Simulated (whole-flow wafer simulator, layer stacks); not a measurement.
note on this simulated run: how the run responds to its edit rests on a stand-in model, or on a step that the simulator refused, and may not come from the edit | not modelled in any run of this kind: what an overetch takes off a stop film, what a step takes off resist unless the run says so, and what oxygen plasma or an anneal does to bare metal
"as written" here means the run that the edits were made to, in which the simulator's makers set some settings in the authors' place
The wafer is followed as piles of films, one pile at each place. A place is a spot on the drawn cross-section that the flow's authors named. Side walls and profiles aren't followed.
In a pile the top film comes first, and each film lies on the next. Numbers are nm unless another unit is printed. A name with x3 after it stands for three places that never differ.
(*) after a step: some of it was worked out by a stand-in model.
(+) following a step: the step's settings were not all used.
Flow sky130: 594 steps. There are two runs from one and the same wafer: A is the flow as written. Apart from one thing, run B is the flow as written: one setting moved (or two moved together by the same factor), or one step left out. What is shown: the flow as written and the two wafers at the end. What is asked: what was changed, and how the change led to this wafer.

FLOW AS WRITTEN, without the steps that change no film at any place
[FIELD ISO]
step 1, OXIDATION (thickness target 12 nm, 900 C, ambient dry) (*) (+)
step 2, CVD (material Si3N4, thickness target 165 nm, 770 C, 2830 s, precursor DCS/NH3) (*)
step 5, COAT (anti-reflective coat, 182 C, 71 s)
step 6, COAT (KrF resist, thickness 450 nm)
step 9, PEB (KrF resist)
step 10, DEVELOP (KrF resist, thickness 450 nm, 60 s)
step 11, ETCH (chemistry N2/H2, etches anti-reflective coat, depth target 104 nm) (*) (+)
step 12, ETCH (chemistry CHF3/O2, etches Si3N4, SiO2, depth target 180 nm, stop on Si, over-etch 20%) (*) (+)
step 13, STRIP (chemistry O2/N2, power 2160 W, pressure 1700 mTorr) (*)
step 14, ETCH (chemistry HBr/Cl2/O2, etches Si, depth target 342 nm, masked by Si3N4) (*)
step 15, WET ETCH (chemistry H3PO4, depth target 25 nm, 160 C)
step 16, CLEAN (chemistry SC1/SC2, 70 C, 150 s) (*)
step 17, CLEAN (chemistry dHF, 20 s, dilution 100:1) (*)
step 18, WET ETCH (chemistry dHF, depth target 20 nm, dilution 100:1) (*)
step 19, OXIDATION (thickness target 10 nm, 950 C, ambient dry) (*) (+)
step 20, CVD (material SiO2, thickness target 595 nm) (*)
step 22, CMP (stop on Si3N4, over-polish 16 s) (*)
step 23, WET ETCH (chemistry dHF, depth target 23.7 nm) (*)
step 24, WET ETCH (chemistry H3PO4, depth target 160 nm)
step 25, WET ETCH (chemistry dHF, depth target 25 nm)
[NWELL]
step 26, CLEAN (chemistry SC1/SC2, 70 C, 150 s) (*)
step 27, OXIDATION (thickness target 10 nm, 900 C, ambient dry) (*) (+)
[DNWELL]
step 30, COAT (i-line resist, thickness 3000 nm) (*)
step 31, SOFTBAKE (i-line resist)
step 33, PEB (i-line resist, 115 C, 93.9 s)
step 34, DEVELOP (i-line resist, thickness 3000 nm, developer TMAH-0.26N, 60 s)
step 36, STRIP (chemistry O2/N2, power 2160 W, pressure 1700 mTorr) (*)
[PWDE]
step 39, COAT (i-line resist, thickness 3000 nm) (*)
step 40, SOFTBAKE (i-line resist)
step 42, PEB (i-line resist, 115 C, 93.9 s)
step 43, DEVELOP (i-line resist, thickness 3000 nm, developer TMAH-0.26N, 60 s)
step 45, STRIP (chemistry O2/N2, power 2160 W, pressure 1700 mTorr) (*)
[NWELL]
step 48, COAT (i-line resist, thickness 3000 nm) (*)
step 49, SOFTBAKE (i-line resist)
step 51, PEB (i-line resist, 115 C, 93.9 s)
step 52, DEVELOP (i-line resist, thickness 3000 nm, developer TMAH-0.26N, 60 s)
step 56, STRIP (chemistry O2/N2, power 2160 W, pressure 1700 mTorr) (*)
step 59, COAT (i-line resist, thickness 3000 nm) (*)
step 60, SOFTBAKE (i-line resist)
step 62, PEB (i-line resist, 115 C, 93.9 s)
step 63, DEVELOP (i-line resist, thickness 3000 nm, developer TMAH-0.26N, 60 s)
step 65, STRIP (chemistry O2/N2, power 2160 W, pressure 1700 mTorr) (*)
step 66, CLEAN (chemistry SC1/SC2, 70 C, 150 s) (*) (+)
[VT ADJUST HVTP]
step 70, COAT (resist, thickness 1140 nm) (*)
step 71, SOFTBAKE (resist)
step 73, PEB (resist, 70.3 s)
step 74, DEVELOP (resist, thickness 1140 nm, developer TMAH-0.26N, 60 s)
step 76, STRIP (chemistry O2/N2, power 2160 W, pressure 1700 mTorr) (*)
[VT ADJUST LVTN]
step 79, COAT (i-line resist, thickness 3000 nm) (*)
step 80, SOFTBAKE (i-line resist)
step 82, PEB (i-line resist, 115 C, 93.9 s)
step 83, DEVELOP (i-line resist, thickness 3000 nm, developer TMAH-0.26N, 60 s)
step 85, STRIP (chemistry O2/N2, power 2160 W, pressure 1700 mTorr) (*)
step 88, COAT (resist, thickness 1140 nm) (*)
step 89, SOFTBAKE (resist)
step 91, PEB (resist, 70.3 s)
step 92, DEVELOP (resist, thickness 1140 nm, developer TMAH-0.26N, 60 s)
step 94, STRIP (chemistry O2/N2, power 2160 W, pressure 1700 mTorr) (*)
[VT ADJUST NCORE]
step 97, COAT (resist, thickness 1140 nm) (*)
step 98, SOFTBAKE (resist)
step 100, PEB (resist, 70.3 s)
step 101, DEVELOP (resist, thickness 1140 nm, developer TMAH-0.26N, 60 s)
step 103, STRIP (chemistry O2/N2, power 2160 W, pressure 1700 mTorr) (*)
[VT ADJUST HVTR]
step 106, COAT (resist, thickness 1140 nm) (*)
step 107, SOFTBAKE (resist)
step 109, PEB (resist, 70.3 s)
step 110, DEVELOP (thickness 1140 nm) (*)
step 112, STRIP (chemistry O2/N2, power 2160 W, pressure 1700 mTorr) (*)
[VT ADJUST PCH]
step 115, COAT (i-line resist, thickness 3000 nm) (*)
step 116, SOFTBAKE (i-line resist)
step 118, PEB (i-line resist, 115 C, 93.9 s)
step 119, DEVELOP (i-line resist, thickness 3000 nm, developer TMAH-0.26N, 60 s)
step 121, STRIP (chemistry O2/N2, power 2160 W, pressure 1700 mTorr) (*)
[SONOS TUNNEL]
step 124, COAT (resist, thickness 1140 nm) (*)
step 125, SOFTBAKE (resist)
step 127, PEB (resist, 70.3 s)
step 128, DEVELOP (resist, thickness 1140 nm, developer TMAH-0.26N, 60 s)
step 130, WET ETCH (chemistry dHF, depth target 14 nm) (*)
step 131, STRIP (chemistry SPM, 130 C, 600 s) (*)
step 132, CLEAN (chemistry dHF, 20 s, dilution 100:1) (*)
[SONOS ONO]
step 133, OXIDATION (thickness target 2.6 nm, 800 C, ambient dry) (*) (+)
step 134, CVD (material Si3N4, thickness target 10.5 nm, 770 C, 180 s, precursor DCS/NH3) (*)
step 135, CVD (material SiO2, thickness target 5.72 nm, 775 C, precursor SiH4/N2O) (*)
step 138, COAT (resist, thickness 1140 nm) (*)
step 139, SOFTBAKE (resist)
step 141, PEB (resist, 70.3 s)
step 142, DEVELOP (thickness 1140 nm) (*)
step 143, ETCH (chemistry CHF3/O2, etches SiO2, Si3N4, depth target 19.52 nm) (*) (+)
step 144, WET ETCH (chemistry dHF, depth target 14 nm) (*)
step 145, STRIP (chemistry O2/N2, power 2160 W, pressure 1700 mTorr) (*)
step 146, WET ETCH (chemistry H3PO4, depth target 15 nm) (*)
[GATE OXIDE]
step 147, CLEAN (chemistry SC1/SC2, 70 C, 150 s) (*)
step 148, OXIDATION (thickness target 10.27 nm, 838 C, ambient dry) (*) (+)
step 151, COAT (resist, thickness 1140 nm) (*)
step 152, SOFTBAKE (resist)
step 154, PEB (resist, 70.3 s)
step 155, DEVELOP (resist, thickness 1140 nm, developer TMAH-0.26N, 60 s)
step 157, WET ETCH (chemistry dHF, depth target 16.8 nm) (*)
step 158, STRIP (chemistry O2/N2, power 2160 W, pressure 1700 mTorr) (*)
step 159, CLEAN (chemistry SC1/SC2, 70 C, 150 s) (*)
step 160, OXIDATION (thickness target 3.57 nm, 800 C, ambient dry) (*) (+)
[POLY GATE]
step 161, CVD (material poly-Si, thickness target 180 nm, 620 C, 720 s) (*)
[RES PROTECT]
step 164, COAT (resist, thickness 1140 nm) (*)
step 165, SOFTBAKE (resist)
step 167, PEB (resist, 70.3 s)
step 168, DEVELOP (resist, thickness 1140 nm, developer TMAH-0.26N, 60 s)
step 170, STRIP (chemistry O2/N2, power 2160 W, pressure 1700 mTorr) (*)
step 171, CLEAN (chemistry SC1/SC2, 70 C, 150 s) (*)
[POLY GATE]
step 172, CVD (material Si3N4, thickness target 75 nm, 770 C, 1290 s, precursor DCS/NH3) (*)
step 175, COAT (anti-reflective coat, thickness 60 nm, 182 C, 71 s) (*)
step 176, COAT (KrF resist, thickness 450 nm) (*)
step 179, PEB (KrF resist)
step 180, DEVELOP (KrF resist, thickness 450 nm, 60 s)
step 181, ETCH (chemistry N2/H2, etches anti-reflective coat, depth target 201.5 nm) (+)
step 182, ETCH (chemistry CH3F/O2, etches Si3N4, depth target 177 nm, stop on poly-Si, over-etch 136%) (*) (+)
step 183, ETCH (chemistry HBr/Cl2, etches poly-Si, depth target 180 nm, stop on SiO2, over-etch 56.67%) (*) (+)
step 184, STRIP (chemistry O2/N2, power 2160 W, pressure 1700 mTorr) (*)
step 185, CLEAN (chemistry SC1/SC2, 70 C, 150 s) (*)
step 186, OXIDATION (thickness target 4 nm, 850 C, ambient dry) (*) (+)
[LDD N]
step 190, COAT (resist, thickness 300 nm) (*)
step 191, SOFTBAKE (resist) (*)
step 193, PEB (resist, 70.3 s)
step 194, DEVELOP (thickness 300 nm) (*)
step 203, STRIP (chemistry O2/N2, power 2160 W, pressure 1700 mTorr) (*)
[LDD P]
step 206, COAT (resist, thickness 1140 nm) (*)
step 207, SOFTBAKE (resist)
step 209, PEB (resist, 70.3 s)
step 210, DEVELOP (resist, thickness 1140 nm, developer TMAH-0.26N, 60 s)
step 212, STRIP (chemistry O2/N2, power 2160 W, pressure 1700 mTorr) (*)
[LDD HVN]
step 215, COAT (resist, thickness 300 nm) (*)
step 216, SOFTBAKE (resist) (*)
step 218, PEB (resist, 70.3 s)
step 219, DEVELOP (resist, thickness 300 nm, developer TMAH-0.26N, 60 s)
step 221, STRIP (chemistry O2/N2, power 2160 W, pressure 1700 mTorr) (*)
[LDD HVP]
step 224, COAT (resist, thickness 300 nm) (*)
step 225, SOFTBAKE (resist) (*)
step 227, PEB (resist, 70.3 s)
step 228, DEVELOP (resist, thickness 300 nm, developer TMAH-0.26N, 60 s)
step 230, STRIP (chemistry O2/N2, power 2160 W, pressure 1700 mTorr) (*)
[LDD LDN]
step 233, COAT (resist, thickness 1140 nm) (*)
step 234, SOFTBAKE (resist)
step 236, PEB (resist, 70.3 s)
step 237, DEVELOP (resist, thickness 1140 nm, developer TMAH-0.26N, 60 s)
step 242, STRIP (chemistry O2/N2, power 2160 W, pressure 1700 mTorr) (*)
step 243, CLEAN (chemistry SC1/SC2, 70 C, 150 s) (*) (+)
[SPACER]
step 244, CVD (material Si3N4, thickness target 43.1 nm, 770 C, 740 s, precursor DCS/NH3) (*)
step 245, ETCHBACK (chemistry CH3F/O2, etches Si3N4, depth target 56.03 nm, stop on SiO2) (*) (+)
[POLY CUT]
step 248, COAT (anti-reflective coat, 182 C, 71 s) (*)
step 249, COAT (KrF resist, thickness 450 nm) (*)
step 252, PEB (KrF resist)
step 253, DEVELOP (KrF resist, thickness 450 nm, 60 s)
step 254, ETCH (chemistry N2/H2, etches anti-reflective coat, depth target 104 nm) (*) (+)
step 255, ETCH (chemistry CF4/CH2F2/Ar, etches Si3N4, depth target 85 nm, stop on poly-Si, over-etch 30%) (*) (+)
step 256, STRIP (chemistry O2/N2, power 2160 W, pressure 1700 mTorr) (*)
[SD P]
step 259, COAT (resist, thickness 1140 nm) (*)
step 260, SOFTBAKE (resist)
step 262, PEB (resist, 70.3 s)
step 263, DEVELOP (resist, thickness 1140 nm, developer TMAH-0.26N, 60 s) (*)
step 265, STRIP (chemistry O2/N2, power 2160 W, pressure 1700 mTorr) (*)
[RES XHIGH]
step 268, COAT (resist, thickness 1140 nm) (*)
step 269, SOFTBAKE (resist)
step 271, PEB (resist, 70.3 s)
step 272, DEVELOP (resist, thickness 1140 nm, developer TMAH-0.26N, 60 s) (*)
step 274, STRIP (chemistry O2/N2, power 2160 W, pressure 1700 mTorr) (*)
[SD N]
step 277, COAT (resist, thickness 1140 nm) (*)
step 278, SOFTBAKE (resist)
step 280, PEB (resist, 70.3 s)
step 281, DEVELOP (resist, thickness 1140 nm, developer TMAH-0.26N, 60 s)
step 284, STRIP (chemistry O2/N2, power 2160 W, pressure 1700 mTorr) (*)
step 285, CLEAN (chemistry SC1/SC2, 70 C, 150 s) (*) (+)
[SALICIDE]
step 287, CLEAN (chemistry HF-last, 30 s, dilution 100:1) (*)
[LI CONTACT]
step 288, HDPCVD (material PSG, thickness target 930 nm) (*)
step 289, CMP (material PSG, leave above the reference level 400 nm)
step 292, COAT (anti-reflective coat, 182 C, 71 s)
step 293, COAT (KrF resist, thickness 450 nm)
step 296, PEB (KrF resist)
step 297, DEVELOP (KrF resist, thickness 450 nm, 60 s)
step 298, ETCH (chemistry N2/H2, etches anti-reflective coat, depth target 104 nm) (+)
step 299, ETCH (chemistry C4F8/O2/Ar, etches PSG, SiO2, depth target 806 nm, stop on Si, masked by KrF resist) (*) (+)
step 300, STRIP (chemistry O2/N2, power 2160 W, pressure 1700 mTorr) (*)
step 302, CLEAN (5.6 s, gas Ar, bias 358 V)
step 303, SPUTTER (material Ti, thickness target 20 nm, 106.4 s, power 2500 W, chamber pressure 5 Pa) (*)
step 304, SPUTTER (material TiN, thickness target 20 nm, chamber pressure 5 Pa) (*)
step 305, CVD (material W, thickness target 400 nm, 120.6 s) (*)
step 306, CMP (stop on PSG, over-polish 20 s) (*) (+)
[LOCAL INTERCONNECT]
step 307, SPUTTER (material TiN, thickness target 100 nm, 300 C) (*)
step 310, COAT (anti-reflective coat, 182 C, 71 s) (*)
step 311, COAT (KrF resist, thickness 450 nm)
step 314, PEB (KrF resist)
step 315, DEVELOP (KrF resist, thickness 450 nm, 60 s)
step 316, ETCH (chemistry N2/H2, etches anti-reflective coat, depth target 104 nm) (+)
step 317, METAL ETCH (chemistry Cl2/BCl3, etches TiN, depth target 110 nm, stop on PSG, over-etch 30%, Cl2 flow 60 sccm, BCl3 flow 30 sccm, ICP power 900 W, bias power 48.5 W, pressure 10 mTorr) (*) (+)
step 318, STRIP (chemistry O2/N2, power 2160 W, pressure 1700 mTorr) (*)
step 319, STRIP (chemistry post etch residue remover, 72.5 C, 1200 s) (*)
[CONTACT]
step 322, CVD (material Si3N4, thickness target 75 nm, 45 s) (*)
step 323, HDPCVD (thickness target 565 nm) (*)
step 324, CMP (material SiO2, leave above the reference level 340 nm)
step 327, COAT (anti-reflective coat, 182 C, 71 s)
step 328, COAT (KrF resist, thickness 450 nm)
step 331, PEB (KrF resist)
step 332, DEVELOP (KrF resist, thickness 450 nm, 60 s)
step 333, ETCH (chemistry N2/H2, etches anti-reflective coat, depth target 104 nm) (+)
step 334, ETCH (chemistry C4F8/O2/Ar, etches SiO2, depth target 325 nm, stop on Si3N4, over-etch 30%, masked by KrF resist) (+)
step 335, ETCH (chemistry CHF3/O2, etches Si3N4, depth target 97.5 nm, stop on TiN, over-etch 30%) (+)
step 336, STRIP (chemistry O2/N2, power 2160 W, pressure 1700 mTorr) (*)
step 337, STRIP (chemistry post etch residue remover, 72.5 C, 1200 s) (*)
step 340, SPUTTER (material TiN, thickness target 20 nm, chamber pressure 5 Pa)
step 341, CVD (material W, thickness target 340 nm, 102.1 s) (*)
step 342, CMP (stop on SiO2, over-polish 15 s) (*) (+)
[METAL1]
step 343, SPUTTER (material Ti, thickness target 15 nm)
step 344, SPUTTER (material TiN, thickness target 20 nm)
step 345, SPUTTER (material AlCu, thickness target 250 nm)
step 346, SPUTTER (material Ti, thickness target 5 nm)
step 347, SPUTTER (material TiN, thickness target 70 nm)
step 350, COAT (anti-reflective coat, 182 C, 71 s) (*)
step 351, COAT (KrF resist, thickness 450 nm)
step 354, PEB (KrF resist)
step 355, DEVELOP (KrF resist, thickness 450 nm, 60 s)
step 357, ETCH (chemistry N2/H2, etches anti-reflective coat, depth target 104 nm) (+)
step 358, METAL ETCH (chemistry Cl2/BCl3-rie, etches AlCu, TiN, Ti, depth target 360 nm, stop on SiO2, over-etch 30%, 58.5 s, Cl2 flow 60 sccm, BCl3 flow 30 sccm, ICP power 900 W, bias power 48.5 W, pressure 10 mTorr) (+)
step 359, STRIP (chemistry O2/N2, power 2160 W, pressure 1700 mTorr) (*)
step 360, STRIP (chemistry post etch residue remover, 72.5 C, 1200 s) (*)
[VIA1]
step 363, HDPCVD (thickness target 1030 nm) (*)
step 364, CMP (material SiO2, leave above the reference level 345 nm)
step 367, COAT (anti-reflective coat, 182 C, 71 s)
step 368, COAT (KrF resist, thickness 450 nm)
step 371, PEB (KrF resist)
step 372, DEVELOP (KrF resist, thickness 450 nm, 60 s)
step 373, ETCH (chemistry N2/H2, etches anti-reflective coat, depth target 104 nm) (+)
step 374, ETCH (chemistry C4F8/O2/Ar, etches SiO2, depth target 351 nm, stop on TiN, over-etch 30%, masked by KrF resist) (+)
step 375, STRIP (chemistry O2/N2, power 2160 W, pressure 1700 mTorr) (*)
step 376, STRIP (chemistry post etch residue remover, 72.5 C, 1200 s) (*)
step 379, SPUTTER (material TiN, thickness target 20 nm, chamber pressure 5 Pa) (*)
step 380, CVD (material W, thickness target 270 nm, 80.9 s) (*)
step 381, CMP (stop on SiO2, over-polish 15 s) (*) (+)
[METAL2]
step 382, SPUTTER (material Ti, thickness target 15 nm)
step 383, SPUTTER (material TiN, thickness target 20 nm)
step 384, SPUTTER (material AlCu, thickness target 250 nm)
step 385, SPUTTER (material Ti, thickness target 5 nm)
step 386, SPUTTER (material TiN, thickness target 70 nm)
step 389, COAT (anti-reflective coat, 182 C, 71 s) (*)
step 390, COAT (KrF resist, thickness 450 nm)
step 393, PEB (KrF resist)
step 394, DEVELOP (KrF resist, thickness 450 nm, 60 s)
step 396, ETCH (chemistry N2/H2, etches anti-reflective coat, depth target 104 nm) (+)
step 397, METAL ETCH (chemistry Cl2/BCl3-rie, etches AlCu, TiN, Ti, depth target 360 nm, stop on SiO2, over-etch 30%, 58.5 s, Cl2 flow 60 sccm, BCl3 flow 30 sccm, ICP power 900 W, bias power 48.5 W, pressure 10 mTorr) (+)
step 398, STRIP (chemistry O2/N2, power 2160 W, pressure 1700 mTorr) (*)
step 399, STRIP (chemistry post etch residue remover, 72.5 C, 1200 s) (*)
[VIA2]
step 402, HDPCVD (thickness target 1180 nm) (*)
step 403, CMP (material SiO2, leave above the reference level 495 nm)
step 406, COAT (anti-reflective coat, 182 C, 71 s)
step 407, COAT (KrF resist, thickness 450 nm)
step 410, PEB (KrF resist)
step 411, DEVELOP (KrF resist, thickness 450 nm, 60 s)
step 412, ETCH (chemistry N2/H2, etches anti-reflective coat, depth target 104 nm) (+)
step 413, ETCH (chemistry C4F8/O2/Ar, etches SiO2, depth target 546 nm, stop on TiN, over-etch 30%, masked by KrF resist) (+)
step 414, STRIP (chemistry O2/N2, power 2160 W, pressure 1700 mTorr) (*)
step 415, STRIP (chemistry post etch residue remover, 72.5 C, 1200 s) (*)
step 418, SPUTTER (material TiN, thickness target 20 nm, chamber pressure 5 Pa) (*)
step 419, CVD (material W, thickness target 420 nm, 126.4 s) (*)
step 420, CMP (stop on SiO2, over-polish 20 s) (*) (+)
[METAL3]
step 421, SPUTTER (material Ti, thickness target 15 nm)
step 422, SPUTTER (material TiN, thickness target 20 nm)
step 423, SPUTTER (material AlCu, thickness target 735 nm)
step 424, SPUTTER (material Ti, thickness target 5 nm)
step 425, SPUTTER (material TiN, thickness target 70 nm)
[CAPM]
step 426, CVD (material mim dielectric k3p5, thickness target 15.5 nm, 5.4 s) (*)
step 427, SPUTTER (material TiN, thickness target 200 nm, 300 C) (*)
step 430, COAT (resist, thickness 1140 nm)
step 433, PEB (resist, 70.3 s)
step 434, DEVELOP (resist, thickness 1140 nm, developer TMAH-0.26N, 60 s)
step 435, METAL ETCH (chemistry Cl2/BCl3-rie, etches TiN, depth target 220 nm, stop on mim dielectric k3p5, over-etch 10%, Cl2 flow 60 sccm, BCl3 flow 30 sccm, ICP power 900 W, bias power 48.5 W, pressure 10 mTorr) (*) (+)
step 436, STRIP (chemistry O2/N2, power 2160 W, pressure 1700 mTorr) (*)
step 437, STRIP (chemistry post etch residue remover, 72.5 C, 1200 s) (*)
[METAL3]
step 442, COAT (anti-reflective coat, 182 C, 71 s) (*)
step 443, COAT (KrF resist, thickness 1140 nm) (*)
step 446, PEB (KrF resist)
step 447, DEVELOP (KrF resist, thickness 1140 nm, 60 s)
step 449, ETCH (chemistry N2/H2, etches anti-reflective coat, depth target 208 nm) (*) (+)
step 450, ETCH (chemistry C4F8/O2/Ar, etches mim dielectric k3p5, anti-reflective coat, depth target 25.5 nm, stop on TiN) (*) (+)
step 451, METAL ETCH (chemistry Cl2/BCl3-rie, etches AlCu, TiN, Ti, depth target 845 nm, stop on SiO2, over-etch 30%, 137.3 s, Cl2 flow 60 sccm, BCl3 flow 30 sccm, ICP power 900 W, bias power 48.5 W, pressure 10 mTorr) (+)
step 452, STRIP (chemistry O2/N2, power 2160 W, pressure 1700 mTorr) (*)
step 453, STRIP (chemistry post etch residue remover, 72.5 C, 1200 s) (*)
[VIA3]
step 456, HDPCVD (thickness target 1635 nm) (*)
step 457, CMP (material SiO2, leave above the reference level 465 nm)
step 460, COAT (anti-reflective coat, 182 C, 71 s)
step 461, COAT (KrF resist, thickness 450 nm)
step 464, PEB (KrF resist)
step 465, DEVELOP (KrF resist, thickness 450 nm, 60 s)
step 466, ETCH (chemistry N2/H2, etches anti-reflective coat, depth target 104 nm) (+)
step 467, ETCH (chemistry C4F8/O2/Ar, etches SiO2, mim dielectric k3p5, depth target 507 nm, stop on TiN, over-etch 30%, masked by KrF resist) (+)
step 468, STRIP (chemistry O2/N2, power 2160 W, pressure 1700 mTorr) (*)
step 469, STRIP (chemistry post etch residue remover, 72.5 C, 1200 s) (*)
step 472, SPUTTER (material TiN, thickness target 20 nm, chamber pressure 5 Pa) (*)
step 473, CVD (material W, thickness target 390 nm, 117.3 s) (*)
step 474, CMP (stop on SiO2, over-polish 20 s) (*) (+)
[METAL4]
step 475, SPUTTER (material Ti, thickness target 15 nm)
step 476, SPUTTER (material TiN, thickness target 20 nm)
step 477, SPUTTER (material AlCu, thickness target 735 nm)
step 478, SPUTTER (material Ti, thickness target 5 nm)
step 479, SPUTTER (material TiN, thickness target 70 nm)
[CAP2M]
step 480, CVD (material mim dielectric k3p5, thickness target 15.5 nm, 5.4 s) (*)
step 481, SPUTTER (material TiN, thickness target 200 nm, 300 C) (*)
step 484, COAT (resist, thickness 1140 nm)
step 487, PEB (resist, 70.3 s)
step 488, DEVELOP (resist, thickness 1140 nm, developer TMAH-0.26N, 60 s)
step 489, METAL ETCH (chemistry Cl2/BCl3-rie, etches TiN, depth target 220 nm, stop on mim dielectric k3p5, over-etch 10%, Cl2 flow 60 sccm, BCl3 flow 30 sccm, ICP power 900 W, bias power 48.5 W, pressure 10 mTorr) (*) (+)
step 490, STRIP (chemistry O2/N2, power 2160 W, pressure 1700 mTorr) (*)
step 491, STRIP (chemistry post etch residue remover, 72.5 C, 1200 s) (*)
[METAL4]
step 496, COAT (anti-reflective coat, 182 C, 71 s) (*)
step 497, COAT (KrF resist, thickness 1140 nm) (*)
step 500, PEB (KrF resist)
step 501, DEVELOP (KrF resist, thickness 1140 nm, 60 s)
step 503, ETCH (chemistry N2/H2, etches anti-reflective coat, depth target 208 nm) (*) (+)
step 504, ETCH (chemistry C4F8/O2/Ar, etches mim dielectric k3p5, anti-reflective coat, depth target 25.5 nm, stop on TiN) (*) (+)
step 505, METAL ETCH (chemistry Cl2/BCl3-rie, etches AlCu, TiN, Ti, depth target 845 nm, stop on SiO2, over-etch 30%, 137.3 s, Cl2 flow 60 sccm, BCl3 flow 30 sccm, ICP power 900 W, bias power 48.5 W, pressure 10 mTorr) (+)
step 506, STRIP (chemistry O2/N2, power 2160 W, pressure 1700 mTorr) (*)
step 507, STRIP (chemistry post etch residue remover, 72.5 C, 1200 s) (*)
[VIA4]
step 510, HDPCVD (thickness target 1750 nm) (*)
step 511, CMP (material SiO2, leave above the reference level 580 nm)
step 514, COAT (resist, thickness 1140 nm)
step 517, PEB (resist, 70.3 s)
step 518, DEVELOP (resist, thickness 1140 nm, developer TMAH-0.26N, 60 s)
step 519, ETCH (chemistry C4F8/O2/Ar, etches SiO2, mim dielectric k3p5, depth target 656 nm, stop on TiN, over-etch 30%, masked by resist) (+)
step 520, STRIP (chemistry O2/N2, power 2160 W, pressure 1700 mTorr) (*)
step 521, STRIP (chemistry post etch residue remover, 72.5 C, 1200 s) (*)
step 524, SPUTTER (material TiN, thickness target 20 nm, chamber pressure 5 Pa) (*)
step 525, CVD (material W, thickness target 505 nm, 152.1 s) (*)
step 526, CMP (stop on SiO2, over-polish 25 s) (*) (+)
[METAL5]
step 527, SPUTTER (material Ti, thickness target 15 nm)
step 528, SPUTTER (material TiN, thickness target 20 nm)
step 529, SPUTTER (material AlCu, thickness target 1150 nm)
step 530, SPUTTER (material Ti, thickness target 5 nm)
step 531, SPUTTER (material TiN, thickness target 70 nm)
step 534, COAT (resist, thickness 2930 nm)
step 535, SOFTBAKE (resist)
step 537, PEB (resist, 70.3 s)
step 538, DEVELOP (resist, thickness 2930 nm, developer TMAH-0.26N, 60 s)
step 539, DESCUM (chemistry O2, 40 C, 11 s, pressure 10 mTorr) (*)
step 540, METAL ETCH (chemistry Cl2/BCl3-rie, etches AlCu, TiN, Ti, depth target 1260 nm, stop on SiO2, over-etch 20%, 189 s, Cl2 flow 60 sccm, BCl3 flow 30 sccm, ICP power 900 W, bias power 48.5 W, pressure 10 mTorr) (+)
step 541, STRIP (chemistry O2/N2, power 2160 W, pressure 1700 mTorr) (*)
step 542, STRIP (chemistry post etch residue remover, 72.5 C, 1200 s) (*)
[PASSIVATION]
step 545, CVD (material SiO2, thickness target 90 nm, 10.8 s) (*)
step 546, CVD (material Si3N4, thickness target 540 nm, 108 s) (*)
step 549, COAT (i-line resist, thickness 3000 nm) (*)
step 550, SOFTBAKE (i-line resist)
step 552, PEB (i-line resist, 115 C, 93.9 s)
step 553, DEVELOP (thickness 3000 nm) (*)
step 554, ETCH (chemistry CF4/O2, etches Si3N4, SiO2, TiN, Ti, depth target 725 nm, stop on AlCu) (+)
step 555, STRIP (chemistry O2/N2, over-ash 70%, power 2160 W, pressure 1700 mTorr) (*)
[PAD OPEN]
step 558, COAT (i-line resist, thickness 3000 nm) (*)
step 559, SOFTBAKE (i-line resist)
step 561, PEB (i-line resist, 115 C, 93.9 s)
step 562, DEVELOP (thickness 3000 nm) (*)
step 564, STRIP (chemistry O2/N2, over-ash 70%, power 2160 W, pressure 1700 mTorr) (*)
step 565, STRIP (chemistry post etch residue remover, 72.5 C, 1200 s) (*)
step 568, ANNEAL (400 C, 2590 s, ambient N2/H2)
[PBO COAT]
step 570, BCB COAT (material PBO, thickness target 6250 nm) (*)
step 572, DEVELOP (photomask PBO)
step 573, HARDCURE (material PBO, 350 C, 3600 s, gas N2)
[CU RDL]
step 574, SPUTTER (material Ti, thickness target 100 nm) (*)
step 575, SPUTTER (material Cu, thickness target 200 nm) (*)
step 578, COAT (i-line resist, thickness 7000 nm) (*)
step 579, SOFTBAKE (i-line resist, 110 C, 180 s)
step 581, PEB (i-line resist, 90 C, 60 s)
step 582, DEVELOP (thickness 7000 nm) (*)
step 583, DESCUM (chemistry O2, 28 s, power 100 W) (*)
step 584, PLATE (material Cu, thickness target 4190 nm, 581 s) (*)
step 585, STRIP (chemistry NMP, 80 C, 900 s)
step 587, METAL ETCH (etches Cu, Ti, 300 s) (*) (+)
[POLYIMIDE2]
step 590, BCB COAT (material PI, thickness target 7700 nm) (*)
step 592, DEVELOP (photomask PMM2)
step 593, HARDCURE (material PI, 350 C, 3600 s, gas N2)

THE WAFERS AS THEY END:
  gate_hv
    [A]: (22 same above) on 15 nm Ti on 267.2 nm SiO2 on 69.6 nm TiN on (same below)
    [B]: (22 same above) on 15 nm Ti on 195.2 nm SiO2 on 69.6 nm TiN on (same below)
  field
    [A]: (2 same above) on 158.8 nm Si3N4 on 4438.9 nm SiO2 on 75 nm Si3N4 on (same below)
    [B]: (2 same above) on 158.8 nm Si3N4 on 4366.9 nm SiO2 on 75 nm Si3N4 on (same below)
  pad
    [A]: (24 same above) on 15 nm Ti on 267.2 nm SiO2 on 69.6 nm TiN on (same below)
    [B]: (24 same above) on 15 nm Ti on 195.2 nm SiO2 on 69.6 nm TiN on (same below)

What caused this: step 364, CMP: leave above the reference level 273 nm was run, while the flow as written has leave above the reference level 345 nm.

How this came from the change, step by step:
  step 364, CMP (material SiO2, leave above the reference level 345 nm)
      n_well, p_well, gate_hv and 100 more: A SiO2 loses 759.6 | B SiO2 loses 831.6
      field, active, gate and 81 more: A SiO2 loses 389.1 | B SiO2 loses 461.1
      (as well as at 4 more places)
  step 374, ETCH (chemistry C4F8/O2/Ar, etches SiO2, depth target 351 nm, stop on TiN, over-etch 30%, masked by KrF resist) (+)
      field, active, n_well and 186 more: A KrF resist loses 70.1 | B KrF resist loses 51.4
      m1, via1_hole: A SiO2 loses 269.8 (all of it) | B SiO2 loses 197.8 (all of it)
  step 375, STRIP (chemistry O2/N2, power 2160 W, pressure 1700 mTorr) (*)
      field, active, n_well and 186 more: A KrF resist loses 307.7 (all of it), anti-reflective coat loses 80 (all of it) | B KrF resist loses 326.4 (all of it), anti-reflective coat loses 80 (all of it)
  step 379, SPUTTER (material TiN, thickness target 20 nm, chamber pressure 5 Pa) (*)
      m1: A TiN gains 11 | B TiN gains 12.4
      via1_hole: A TiN gains 10.9 | B TiN gains 12.4
  step 380, CVD (material W, thickness target 270 nm, 80.9 s) (*)
      m1: A W gains 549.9 (new film) | B W gains 476.4 (new film)
      via1_hole: A W gains 549.9 (new film) | B W gains 476.5 (new film)
